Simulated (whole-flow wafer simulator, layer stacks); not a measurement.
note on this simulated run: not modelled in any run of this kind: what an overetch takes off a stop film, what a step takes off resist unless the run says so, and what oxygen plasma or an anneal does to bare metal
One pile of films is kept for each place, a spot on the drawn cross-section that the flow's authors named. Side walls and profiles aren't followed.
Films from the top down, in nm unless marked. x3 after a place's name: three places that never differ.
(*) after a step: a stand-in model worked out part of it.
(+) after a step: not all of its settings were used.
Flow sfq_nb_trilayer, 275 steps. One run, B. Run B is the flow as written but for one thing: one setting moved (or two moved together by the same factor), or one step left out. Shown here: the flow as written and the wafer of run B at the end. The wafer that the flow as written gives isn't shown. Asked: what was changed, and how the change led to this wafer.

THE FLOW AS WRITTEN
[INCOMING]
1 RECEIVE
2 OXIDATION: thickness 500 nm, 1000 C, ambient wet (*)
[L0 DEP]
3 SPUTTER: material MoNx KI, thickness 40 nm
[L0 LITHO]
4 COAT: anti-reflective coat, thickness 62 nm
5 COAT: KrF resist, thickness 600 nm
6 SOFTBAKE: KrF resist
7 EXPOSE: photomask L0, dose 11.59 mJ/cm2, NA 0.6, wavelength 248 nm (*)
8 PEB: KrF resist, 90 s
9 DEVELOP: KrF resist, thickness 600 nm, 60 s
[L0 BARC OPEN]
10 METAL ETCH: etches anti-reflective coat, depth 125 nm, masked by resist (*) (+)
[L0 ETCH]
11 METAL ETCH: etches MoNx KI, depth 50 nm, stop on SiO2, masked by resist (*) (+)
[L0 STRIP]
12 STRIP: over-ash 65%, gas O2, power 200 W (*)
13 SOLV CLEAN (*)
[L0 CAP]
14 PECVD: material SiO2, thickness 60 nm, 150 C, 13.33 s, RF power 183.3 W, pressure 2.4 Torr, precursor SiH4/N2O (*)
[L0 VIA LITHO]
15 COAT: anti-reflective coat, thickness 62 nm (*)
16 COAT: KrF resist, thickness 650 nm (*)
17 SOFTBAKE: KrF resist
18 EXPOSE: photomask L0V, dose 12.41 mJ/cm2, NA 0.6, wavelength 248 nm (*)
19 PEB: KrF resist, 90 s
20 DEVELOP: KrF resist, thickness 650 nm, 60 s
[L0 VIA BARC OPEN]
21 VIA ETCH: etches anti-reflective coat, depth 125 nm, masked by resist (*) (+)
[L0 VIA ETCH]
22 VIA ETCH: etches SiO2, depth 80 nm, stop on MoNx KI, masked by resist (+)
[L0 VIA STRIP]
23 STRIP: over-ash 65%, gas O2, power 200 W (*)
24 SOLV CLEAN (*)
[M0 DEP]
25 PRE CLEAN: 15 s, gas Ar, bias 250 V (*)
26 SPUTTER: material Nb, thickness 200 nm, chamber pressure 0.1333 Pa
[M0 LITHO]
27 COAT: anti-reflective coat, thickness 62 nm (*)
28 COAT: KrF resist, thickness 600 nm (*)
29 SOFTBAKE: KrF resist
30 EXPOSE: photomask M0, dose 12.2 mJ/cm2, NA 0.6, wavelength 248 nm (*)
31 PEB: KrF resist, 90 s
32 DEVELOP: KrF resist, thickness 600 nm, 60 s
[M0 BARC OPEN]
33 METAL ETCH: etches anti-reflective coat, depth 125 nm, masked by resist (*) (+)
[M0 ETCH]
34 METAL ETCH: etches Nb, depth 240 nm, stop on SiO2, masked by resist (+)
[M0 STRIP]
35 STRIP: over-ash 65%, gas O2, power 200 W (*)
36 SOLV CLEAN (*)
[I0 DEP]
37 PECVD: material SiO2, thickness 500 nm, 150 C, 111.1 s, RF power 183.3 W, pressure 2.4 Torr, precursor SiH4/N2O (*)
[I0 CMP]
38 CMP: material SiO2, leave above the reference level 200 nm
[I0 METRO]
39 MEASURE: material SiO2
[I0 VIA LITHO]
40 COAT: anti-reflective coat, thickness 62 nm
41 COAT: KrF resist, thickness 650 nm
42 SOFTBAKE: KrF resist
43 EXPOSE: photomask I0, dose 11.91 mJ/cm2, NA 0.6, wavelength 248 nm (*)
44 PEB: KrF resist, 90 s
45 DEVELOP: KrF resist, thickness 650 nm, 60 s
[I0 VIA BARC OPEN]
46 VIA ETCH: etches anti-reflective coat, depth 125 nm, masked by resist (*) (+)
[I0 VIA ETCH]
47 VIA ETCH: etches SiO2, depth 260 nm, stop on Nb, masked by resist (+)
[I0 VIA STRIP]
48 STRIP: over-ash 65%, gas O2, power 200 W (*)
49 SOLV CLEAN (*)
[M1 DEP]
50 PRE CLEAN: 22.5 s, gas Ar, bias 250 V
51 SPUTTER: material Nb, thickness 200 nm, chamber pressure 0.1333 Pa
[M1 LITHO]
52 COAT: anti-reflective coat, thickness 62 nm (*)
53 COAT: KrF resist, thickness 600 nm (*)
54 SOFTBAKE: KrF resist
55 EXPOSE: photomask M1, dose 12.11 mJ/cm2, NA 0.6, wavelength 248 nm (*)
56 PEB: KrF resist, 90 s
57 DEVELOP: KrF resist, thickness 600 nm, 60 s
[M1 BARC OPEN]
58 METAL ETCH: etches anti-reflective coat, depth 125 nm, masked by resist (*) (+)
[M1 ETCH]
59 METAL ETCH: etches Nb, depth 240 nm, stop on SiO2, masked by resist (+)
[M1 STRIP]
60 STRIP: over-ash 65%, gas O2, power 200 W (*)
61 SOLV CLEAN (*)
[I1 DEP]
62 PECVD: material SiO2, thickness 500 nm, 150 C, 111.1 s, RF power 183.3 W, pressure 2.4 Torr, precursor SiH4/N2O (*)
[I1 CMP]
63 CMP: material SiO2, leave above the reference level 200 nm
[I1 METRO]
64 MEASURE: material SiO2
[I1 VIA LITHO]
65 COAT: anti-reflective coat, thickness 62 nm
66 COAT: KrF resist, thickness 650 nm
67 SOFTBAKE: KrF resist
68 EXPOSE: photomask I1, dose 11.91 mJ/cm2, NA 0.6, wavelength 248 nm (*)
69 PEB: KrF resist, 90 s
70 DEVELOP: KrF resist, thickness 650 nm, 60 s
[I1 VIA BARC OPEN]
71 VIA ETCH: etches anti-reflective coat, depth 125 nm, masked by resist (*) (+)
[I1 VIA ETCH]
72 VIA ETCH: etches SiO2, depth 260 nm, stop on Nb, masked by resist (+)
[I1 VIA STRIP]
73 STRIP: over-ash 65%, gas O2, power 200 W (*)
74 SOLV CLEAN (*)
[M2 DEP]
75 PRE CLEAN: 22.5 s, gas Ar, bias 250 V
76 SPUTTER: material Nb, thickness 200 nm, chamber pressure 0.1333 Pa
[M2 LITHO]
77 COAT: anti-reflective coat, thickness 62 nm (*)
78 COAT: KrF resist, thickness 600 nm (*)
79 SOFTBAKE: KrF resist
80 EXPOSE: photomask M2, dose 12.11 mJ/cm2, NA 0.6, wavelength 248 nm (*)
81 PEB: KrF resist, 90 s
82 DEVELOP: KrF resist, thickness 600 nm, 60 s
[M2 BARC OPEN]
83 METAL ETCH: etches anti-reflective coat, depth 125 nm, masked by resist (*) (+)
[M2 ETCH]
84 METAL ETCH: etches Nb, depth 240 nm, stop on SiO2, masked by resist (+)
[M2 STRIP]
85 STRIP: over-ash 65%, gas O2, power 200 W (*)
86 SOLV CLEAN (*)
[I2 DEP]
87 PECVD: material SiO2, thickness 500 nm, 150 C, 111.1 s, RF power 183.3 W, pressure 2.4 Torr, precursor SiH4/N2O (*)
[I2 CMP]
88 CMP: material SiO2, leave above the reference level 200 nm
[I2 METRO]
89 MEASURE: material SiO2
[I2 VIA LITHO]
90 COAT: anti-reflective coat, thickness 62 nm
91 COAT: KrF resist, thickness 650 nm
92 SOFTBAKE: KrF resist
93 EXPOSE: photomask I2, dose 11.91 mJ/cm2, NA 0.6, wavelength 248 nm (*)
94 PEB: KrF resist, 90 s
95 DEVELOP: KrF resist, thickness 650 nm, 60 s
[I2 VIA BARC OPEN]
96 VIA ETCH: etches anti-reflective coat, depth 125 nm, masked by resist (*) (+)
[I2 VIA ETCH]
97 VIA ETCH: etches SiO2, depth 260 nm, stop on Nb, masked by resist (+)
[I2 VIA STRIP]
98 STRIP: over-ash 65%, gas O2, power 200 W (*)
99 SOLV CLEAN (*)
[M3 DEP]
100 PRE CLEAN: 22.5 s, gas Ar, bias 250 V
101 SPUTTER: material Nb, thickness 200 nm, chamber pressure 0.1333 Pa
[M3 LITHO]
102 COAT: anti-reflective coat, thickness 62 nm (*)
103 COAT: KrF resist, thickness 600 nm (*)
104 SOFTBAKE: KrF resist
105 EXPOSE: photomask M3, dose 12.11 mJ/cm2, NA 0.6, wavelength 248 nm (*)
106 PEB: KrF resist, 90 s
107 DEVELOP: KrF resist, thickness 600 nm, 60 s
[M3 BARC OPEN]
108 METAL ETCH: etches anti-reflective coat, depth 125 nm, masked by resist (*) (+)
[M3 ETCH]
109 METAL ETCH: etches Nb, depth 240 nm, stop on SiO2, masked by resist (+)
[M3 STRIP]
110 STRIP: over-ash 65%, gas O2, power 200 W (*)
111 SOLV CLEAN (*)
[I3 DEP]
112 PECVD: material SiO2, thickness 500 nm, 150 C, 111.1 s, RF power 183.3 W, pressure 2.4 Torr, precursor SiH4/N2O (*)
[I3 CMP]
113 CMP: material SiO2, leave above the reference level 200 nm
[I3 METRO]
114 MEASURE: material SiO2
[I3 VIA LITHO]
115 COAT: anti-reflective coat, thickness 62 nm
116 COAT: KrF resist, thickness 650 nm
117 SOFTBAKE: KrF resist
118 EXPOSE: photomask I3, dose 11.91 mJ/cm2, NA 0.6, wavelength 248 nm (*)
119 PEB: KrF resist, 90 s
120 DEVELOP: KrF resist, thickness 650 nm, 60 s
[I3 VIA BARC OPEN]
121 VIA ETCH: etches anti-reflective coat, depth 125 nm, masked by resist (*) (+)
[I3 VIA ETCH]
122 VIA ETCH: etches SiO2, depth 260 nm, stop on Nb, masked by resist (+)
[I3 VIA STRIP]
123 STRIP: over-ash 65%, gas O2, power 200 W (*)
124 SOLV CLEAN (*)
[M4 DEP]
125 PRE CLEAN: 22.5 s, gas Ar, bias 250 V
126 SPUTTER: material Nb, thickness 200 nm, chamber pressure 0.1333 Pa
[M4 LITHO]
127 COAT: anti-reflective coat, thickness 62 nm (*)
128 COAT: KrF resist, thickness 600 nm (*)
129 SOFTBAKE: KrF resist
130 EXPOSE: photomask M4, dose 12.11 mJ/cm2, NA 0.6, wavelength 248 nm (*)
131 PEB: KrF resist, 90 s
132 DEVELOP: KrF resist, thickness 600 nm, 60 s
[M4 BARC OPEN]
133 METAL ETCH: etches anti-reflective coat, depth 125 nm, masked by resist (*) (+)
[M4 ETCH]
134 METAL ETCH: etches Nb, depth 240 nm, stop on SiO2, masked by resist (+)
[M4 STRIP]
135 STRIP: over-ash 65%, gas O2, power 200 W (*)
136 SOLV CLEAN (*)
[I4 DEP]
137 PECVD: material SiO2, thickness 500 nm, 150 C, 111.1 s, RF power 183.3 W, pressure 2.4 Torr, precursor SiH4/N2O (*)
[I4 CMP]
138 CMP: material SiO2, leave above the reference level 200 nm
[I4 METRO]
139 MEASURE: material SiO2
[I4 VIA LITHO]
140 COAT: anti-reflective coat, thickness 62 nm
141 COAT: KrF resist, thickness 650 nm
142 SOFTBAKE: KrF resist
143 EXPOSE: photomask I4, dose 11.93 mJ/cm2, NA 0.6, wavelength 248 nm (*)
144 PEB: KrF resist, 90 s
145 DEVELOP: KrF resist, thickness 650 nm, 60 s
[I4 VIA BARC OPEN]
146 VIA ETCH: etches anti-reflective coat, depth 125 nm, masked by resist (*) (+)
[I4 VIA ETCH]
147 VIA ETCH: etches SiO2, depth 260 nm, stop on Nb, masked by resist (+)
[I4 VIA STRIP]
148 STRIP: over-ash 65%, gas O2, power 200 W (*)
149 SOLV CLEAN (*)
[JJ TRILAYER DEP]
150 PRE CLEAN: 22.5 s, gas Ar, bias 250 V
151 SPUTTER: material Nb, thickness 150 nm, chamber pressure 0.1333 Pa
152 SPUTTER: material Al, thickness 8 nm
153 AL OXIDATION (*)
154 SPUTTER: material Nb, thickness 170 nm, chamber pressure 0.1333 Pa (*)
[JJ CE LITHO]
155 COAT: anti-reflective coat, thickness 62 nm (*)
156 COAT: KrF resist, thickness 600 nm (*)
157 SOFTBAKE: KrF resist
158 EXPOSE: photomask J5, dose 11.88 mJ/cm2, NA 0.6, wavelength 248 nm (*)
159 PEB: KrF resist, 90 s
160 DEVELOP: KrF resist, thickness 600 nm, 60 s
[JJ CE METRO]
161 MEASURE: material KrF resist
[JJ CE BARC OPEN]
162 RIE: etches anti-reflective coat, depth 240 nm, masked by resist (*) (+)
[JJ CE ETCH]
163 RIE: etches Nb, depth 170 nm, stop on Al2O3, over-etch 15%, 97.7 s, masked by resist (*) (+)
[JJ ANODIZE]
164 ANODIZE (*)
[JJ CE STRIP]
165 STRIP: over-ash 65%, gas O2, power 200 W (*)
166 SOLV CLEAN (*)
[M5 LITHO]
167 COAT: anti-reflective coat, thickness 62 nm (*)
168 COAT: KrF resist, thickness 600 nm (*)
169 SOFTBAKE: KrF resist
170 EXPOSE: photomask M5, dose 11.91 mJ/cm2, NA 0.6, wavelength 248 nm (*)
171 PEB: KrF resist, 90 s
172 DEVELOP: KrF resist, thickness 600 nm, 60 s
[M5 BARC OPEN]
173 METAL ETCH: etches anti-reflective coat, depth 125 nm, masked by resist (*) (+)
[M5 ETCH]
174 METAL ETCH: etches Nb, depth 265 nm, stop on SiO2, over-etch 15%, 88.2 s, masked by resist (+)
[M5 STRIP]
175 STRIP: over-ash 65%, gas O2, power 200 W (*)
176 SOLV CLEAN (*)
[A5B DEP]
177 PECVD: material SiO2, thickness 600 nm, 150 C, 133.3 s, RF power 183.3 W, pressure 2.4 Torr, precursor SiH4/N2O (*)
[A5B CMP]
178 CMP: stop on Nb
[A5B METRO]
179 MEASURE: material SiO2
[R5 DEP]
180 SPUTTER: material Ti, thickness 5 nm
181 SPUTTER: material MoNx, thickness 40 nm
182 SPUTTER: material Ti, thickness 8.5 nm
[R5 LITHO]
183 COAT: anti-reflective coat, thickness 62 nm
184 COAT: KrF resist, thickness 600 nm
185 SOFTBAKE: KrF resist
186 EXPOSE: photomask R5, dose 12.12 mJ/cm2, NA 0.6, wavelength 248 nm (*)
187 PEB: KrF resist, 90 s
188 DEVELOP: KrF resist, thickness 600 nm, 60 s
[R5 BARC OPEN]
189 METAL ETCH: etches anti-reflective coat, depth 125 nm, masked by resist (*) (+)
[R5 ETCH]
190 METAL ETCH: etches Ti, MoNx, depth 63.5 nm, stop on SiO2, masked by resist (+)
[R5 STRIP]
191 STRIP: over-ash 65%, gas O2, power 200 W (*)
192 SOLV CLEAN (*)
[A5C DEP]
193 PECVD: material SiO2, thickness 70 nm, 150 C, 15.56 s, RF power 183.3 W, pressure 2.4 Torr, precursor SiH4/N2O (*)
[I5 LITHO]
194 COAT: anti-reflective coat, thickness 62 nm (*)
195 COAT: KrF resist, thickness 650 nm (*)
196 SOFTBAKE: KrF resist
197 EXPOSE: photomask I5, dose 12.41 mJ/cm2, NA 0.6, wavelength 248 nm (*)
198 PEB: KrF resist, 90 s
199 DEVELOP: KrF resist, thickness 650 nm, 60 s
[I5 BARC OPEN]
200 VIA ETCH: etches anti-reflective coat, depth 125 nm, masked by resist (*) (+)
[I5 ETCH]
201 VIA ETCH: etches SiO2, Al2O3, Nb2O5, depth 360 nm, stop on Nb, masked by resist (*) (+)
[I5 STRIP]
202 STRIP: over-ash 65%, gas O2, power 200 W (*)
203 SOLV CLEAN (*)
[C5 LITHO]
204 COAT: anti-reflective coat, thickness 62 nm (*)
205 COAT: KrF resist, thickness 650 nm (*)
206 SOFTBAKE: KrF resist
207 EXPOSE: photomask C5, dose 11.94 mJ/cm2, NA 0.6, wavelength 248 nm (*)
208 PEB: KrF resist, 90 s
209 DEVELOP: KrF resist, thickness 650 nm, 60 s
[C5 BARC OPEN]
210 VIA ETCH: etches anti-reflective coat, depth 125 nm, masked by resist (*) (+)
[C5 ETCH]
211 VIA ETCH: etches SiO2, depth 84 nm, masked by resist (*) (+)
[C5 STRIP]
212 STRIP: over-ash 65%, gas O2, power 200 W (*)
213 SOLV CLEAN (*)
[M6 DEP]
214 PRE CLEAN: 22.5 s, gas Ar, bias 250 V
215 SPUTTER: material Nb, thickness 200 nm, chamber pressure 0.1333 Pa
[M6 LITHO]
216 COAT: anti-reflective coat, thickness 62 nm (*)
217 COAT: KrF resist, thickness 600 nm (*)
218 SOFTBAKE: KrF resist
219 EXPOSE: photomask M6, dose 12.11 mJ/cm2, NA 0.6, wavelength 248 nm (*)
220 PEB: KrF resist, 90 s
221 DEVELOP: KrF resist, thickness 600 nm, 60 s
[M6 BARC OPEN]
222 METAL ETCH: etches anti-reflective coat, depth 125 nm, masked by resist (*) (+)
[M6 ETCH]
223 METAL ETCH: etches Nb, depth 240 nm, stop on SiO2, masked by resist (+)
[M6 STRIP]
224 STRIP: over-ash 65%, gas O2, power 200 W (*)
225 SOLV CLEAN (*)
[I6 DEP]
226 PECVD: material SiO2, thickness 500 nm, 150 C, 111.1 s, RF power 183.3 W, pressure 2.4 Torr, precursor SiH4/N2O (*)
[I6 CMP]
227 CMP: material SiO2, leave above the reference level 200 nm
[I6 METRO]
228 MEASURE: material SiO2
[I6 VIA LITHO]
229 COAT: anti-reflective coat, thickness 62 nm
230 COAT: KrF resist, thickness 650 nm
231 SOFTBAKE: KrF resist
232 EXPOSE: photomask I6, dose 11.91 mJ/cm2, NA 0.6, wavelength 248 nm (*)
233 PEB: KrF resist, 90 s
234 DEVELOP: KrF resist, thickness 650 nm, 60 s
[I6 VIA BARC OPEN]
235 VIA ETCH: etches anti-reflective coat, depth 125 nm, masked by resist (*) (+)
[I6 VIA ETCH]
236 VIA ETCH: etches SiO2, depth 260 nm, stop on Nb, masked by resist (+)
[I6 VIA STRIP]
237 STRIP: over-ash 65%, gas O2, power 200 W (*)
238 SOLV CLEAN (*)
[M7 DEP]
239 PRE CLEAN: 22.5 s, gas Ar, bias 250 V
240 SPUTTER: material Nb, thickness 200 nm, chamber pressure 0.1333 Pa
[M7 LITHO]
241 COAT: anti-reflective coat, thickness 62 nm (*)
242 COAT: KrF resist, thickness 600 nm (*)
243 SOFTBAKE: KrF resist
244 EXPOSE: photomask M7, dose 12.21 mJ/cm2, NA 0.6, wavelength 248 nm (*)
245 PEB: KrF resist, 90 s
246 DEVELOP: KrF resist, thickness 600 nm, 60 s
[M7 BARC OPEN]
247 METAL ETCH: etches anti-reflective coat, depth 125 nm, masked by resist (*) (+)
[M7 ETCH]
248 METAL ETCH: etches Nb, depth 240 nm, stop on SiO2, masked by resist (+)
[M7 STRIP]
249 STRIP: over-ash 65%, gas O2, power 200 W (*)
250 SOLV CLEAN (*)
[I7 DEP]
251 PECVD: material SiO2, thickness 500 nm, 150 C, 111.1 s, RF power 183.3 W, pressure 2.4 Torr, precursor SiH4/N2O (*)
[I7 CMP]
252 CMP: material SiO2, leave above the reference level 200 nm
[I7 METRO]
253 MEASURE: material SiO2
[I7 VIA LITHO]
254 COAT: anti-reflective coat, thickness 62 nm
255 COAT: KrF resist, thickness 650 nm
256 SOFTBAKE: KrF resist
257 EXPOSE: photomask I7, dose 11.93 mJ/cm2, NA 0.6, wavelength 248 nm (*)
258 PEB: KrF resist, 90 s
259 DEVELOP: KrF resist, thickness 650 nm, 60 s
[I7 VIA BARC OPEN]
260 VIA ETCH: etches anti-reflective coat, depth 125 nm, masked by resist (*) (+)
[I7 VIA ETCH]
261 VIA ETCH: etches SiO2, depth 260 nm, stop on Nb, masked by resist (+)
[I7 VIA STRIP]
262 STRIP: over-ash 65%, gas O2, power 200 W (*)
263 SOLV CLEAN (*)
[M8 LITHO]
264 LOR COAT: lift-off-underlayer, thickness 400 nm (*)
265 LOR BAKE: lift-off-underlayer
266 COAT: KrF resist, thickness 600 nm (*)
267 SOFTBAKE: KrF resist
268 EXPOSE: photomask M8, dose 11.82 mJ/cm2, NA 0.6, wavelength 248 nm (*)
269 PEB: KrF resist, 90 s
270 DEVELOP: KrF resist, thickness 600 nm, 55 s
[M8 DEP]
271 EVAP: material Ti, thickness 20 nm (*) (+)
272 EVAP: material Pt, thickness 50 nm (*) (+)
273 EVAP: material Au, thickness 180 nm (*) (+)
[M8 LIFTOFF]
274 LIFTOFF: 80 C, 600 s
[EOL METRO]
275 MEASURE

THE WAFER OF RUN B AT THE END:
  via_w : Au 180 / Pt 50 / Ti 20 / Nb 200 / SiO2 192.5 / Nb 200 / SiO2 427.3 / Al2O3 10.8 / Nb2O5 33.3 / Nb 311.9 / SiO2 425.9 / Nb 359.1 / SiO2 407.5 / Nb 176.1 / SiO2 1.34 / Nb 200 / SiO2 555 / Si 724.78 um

The cause: step 47, VIA ETCH: depth 191 nm was run, where the flow has depth 260 nm.

How the change led to this, step by step:
  47 VIA ETCH: etches SiO2, depth 260 nm, stop on Nb, masked by resist (+)
      via_w: SiO2 -191 (as written it would be: SiO2 -199.8 (all of it))
      field_l, v_sur, via_wl and 102 more: KrF resist -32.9 (as written it would be: KrF resist -44.8)
  48 STRIP: over-ash 65%, gas O2, power 200 W (*)
      field_l, v_sur, via_wl and 102 more: KrF resist -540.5 (all of it), anti-reflective coat -62 (all of it) (as written it would be: KrF resist -528.6 (all of it), anti-reflective coat -62 (all of it))
  50 PRE CLEAN: 22.5 s, gas Ar, bias 250 V
      via_w: SiO2 -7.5 (as written it would be: Nb -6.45)
  51 SPUTTER: material Nb, thickness 200 nm, chamber pressure 0.1333 Pa
      via_w: Nb +176.1 (new film) (as written it would be: Nb +174.5)
  52 COAT: anti-reflective coat, thickness 62 nm (*)
      via_wr: anti-reflective coat +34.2 (new film) (as written it would be: anti-reflective coat +34.9 (new film))
  60 STRIP: over-ash 65%, gas O2, power 200 W (*)
      via_wr: KrF resist -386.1 (all of it), anti-reflective coat -34.2 (all of it) (as written it would be: KrF resist -384.4 (all of it), anti-reflective coat -34.9 (all of it))
Counting metal films that touch as one body, via_w has 6 bodies (between them, from the top down: SiO2 192.5; SiO2 427.3 / Al2O3 10.8 / Nb2O5 33.3; SiO2 425.9; SiO2 407.5; SiO2 1.34); the flow as written gives 5 bodies (between them, from the top down: SiO2 192.5; SiO2 427.3 / Al2O3 10.8 / Nb2O5 33.3; SiO2 425.9; SiO2 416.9).
